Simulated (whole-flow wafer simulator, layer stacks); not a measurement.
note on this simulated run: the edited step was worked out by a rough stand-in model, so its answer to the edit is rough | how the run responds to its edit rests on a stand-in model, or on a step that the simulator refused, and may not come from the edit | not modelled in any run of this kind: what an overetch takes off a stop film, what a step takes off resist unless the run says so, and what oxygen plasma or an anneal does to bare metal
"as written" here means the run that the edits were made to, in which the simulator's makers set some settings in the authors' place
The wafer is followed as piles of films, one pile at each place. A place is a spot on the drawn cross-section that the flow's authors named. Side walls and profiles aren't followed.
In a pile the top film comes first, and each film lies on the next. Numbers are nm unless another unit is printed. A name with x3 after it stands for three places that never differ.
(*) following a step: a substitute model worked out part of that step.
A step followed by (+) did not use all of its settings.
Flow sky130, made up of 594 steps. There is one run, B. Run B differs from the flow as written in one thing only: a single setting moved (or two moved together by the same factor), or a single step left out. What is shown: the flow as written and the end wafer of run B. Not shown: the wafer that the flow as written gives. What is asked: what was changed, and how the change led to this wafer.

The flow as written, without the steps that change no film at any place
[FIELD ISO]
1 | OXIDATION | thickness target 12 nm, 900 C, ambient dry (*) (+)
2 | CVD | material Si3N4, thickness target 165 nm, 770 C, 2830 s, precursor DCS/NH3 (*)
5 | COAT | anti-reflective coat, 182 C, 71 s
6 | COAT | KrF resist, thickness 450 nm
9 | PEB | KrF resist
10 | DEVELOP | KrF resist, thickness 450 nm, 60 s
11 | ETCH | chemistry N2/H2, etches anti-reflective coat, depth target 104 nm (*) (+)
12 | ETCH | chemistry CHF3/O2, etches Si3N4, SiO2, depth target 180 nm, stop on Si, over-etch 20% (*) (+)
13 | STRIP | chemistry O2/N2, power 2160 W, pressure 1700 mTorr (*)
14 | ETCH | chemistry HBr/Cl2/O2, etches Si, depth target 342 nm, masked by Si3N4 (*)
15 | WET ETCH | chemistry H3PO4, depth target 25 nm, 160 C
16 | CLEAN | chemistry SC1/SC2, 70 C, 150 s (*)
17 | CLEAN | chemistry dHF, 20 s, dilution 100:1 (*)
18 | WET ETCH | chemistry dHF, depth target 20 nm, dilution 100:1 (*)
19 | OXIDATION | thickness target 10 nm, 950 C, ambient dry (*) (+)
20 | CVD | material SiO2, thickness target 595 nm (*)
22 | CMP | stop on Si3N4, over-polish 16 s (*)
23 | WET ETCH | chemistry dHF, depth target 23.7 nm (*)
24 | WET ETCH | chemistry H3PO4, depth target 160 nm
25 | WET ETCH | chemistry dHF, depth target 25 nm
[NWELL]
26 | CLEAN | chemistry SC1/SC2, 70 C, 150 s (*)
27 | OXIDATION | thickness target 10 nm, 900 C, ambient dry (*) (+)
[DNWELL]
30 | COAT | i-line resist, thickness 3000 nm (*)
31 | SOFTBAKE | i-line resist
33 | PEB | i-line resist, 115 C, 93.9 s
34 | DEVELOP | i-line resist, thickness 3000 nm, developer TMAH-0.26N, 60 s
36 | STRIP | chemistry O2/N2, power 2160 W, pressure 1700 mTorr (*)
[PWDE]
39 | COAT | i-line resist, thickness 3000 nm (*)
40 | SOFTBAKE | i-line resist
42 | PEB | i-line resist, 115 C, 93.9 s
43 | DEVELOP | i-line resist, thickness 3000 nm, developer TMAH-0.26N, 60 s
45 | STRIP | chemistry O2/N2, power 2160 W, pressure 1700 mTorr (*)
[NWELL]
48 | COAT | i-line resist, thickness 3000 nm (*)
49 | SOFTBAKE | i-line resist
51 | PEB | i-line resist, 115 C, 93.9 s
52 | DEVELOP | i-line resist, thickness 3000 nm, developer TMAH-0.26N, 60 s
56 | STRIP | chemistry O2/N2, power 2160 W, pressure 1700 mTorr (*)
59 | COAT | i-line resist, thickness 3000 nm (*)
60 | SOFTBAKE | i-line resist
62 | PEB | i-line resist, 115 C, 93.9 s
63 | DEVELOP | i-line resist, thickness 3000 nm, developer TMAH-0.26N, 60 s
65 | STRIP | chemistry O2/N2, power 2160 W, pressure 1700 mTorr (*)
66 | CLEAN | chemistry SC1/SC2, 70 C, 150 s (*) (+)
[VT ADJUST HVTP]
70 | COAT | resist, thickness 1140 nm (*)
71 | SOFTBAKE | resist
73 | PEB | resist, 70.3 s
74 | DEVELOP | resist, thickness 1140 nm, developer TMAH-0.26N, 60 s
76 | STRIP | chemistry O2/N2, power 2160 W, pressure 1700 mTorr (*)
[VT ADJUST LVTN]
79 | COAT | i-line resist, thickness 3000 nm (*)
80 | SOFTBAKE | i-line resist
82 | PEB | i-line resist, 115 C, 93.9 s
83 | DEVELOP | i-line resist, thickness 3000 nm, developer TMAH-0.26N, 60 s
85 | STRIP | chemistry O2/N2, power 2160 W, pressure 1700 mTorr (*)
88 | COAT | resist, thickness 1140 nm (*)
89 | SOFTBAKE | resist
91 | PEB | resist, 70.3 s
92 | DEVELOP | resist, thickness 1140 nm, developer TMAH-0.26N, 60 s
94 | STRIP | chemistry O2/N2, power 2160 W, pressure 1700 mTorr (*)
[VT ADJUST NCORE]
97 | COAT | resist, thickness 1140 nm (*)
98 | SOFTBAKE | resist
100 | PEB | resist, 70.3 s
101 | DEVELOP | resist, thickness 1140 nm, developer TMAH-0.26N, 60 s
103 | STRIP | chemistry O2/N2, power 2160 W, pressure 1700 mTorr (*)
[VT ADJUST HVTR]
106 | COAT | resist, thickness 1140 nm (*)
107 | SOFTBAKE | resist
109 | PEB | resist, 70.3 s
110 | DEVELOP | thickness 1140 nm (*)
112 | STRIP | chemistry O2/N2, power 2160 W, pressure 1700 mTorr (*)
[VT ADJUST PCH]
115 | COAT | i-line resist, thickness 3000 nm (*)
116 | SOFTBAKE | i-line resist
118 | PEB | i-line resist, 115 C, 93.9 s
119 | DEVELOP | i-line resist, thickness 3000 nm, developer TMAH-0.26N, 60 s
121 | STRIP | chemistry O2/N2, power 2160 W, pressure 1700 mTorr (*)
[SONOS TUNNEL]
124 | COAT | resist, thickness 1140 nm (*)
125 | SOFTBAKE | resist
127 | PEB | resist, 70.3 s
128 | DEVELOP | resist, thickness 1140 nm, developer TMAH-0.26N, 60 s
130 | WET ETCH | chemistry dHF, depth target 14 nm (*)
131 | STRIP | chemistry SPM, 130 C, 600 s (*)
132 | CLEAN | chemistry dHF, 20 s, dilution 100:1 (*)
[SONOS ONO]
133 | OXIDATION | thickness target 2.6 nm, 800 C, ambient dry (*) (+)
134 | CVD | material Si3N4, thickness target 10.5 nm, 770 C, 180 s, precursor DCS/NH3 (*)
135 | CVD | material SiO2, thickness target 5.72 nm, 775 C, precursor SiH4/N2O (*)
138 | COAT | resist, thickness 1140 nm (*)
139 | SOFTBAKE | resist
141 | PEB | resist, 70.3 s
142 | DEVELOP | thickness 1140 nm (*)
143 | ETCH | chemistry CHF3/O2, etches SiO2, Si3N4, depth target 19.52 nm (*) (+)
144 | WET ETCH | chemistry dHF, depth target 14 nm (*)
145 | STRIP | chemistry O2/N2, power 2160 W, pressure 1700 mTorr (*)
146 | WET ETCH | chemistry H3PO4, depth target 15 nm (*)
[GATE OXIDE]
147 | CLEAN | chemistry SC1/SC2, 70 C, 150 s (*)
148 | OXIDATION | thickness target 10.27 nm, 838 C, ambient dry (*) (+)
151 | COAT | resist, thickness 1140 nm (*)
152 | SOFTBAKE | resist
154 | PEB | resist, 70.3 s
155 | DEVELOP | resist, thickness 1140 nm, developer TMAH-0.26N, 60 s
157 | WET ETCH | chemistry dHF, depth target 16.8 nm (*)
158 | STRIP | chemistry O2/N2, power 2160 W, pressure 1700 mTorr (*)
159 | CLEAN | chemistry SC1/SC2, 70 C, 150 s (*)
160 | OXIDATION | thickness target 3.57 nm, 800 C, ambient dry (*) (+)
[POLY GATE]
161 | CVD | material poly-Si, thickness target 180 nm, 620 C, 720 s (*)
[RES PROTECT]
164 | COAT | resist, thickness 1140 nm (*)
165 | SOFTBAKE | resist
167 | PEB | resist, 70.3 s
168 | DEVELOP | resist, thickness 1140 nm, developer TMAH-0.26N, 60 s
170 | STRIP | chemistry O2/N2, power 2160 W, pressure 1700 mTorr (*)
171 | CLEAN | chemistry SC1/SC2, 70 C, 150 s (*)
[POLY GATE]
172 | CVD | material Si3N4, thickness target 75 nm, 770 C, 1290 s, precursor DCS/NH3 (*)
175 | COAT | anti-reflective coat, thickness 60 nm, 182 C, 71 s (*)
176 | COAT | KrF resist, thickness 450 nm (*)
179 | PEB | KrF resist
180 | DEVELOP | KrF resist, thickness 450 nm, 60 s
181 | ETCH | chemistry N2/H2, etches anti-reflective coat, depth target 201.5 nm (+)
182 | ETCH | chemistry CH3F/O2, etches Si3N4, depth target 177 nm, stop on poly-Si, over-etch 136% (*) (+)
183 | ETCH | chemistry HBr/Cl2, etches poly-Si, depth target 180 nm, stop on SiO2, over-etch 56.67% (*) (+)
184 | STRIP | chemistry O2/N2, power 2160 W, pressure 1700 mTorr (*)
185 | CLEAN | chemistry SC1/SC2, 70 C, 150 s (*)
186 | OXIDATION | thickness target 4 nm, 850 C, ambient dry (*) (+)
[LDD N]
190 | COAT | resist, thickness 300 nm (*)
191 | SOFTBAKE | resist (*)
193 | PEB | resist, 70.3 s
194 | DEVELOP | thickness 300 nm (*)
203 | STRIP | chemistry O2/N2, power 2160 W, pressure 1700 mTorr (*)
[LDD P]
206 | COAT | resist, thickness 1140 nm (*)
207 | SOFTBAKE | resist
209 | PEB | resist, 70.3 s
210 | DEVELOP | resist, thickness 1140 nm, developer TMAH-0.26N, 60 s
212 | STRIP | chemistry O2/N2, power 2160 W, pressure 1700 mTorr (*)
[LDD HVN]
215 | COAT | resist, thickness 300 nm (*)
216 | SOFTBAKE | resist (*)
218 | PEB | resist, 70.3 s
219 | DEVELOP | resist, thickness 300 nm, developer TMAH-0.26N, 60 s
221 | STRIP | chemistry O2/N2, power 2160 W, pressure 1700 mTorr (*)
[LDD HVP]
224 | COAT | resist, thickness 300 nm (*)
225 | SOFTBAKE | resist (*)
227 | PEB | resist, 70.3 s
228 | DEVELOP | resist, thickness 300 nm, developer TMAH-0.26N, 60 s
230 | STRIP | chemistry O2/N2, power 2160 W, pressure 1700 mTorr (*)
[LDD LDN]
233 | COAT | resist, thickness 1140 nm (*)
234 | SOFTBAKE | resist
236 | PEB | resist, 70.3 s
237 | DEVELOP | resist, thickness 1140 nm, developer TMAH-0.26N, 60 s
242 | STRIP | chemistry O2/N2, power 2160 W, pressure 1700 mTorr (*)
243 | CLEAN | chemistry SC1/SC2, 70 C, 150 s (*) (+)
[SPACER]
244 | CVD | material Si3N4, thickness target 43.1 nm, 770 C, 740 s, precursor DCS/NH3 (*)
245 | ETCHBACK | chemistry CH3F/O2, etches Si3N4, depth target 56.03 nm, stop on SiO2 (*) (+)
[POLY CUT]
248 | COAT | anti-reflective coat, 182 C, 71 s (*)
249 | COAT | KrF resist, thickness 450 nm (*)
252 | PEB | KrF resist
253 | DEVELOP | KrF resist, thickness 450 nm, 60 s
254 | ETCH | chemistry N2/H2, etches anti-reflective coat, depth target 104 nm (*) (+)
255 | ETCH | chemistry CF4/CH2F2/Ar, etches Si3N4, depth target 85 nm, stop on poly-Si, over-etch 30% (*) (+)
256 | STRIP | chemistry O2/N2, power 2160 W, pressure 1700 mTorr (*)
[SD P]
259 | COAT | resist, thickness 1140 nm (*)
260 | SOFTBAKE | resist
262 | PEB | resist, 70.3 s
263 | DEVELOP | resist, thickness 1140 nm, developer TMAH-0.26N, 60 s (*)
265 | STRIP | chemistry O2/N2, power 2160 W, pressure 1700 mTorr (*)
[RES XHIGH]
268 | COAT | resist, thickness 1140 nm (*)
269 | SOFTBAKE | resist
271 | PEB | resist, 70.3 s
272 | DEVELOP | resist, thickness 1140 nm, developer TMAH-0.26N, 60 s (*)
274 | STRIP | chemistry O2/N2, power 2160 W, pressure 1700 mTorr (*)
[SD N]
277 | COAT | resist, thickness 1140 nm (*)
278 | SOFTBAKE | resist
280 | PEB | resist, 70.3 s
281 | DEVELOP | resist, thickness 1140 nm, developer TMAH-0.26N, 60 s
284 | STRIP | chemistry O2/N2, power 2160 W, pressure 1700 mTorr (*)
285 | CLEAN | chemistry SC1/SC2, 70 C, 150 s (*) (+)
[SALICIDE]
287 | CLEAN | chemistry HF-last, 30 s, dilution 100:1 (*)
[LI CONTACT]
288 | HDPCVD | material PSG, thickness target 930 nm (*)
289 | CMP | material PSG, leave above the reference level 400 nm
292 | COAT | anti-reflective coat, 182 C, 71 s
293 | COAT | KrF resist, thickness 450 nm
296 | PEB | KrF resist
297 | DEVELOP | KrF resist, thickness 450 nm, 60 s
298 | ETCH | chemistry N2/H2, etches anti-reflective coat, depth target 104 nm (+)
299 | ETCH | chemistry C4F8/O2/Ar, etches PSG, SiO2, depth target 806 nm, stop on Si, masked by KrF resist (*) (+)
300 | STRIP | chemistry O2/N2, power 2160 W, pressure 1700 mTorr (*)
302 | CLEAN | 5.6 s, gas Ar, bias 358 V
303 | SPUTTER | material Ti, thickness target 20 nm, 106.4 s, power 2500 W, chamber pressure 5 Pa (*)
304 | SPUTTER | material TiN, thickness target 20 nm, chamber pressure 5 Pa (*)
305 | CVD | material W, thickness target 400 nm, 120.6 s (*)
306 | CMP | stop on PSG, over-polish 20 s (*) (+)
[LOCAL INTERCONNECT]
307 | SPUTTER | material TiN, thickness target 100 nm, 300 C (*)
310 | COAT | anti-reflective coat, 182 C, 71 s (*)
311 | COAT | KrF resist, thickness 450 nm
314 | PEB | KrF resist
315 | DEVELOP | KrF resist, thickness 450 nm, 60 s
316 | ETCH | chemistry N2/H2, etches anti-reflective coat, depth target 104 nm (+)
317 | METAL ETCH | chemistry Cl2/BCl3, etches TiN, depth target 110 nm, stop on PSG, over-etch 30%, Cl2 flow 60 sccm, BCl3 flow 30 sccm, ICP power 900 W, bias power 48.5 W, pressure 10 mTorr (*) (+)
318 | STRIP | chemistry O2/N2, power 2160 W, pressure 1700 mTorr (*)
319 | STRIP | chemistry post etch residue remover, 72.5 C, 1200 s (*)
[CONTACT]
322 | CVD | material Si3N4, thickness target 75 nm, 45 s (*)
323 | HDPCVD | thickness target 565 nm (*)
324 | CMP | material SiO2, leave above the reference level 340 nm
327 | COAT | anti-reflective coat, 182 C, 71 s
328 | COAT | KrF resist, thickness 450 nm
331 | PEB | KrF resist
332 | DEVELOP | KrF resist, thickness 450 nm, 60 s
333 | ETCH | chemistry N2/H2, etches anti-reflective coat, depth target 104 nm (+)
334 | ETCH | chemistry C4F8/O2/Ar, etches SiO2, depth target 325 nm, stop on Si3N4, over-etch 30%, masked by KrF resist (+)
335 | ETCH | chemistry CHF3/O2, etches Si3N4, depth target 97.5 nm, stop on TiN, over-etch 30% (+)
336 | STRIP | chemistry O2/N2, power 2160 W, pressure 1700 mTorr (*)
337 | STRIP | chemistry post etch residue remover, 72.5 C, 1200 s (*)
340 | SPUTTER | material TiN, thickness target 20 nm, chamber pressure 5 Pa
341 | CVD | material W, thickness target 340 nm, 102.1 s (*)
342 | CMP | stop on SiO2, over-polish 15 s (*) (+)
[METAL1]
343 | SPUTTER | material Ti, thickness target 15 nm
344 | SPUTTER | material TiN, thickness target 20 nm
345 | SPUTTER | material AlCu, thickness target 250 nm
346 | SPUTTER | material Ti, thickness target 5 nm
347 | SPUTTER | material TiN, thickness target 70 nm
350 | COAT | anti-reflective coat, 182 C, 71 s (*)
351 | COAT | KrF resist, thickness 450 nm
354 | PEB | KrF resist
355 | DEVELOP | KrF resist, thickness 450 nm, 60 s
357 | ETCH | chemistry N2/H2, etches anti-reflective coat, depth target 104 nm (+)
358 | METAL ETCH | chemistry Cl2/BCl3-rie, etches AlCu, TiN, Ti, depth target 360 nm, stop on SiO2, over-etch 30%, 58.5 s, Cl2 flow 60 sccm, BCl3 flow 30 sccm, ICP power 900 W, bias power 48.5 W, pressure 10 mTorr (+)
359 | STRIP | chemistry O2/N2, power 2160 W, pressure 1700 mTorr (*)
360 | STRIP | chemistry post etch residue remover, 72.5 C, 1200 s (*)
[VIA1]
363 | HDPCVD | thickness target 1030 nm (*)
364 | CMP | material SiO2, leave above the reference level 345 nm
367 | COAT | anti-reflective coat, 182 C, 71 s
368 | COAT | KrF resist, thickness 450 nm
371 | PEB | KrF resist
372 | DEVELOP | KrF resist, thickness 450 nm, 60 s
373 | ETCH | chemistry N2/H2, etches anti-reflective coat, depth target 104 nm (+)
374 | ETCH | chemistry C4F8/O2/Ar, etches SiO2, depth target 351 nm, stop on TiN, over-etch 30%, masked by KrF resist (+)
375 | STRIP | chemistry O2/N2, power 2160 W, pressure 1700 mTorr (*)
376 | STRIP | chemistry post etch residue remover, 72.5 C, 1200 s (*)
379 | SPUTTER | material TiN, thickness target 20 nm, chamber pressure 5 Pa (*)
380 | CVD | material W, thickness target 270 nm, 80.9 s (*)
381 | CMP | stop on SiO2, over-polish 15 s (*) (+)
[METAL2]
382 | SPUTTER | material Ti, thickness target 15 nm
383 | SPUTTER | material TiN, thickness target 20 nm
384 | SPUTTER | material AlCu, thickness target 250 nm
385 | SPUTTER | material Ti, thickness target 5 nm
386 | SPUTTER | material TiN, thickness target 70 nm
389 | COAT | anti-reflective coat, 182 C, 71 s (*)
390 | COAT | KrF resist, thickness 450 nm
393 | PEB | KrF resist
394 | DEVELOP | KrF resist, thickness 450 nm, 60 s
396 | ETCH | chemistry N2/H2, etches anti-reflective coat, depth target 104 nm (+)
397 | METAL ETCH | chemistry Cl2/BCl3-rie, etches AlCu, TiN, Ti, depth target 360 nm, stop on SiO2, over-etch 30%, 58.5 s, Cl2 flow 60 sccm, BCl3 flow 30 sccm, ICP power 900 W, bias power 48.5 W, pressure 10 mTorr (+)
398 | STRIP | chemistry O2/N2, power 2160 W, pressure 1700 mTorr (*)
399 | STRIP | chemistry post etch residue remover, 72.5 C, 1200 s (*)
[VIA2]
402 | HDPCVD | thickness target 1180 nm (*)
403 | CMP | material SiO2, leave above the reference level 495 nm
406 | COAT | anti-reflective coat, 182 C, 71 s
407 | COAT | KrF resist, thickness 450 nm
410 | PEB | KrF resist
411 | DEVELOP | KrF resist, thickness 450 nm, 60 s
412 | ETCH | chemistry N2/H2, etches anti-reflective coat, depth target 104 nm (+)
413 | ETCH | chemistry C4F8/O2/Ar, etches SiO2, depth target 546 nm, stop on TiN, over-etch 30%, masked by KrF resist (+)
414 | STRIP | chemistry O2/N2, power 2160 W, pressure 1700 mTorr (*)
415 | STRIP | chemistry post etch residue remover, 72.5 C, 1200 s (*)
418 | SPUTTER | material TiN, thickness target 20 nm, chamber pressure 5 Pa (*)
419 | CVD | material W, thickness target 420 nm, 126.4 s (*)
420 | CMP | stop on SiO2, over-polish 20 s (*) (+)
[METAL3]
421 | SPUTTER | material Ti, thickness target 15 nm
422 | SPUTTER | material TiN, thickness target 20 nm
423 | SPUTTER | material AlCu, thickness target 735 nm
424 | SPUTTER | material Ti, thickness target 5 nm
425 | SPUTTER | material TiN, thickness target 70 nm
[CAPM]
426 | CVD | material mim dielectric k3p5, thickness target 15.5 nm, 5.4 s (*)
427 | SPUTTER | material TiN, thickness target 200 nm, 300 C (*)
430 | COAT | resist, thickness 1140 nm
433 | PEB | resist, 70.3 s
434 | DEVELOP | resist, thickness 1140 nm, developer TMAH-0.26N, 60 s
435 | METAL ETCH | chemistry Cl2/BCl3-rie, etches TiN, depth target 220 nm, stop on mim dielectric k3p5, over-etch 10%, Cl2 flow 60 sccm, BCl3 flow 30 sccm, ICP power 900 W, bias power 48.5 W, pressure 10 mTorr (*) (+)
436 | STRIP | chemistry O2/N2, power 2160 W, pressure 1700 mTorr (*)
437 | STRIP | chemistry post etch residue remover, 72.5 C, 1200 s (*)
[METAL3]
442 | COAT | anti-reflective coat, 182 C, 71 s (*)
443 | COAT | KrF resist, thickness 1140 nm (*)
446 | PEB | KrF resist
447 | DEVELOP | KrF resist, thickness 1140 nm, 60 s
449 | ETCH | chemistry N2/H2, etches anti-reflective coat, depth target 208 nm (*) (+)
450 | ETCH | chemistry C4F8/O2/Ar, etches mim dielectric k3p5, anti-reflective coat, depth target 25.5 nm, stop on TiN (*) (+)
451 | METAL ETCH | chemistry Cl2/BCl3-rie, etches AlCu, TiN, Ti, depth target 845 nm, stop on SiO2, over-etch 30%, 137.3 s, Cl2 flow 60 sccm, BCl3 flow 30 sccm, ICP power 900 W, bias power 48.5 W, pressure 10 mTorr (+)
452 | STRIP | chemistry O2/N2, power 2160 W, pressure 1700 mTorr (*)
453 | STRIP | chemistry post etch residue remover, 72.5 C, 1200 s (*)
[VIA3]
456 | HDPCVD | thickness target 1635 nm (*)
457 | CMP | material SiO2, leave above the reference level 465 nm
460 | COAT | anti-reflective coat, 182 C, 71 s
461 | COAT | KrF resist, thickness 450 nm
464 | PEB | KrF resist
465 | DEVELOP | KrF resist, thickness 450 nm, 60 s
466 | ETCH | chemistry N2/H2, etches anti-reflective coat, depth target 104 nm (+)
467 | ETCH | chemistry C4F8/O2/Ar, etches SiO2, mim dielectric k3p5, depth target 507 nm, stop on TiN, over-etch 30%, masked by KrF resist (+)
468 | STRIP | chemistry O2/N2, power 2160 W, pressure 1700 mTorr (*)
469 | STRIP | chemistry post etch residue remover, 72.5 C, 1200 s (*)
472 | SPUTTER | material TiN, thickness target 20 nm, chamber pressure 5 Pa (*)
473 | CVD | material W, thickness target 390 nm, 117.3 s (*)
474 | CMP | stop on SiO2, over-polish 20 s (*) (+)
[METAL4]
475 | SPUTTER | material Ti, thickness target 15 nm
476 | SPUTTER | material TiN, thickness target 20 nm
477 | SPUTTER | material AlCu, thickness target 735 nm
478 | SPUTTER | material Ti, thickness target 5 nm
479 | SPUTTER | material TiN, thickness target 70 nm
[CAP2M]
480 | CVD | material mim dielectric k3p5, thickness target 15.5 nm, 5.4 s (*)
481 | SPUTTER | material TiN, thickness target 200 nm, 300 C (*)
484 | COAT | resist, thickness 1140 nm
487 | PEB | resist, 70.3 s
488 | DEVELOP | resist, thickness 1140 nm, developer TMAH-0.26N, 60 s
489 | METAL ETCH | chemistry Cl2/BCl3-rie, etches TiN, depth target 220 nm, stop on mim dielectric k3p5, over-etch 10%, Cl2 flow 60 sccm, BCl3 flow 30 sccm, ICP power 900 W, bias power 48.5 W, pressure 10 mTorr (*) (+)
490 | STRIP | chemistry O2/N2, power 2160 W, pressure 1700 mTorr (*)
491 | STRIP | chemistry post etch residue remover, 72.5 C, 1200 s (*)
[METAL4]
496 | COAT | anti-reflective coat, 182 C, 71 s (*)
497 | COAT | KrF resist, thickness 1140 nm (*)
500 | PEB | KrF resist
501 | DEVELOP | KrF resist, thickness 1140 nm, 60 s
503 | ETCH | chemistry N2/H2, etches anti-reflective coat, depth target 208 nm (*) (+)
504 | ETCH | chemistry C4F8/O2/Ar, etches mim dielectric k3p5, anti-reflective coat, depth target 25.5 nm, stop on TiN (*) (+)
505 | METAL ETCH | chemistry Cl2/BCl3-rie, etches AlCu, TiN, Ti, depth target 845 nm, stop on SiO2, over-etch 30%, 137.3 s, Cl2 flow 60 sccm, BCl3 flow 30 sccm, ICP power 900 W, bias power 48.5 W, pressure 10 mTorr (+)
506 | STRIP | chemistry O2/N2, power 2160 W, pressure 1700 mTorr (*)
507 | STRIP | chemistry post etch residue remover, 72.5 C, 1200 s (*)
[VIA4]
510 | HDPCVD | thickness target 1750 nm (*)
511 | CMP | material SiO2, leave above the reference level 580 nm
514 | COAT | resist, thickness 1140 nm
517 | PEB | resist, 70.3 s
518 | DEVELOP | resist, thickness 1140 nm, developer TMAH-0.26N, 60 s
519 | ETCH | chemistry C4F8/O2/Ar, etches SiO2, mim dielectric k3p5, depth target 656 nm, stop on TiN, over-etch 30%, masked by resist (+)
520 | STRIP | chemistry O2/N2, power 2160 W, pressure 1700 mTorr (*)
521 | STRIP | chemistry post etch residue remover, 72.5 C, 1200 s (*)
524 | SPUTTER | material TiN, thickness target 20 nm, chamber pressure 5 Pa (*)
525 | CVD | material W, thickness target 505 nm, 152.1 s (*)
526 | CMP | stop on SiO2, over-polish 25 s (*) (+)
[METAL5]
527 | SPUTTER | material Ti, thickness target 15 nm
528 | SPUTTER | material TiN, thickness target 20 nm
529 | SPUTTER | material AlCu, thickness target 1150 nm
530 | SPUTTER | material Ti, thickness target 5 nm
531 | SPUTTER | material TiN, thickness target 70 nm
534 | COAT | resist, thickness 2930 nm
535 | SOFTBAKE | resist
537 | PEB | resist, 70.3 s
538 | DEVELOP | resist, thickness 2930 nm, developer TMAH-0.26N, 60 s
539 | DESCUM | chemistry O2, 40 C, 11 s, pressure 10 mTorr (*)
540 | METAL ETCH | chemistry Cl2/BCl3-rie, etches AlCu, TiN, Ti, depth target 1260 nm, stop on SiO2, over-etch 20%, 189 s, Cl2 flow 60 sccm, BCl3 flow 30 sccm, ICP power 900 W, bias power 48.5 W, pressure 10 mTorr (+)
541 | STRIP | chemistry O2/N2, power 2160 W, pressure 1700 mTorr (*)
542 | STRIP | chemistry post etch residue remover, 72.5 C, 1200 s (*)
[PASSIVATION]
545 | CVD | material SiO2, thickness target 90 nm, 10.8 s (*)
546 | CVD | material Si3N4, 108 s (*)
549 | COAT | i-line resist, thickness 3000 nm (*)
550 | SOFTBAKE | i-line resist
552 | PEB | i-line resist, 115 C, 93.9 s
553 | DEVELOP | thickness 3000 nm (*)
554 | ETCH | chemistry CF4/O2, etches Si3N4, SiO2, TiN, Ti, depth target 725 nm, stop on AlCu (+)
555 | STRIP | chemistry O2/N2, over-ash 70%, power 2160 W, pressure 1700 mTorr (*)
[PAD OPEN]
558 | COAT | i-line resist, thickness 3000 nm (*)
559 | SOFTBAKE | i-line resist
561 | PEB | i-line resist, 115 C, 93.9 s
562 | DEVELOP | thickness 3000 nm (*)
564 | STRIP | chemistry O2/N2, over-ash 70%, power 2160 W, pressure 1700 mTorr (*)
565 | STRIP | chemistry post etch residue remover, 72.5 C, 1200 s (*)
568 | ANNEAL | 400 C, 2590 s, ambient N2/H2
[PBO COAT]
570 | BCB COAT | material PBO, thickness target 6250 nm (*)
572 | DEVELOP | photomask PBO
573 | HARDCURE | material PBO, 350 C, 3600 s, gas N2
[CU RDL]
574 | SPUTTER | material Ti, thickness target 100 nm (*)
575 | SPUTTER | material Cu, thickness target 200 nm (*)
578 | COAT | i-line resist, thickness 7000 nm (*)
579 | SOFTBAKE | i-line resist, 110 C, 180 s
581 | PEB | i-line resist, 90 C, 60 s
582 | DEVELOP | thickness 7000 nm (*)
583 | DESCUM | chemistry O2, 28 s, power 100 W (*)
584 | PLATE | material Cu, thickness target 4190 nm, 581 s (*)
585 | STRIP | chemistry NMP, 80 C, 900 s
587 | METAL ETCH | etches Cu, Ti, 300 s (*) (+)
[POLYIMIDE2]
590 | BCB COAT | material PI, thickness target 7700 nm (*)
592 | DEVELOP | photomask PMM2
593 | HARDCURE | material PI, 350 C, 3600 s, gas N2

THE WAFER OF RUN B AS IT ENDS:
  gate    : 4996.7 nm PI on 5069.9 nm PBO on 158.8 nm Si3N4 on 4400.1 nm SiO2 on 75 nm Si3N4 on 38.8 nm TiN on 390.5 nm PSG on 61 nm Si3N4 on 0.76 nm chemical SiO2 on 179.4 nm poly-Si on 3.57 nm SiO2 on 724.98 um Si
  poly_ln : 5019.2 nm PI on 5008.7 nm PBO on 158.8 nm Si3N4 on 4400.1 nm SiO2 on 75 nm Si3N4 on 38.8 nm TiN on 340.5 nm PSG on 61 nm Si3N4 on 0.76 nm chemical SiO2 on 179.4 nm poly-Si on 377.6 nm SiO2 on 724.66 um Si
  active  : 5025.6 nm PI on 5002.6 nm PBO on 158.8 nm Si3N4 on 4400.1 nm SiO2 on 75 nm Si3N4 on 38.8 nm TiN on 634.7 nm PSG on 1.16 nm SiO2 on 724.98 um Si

The reason: step 317, METAL ETCH: depth target 59.4 nm was run, while the flow as written has depth target 110 nm.

The path from the change to this, step by step:
  317 | METAL ETCH | chemistry Cl2/BCl3, etches TiN, depth target 110 nm, stop on PSG, over-etch 30%, Cl2 flow 60 sccm, BCl3 flow 30 sccm, ICP power 900 W, bias power 48.5 W, pressure 10 mTorr (*) (+)
      field, active, gate and 88 more: TiN loses 59.4 (in the flow as written it would be: TiN loses 98.7 (all of it))
      n_well, p_well, gate_hv and 97 more: KrF resist loses 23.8 (in the flow as written it would be: KrF resist loses 44)
  318 | STRIP | chemistry O2/N2, power 2160 W, pressure 1700 mTorr (*)
      n_well, p_well, gate_hv and 93 more: KrF resist loses 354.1 (all of it), anti-reflective coat loses 80 (all of it) (in the flow as written it would be: KrF resist loses 333.8 (all of it), anti-reflective coat loses 80 (all of it))
      poly_licon, ndiff_licon, ndiff_licon_cpp, rpo_hd_licon: KrF resist loses 354.1 (all of it), anti-reflective coat loses 80.5 (all of it) (in the flow as written it would be: KrF resist loses 333.9 (all of it), anti-reflective coat loses 80.5 (all of it))
  324 | CMP | material SiO2, leave above the reference level 340 nm
      field, active, gate and 88 more: SiO2 loses 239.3 (in the flow as written it would be: SiO2 loses 200.4)
Taking metal films that touch as one body, gate has 1 body; the flow as written gives 0 bodies.
Taking metal films that touch as one body, poly_ln has 1 body; the flow as written gives 0 bodies.
Taking metal films that touch as one body, active has 1 body; the flow as written gives 0 bodies.
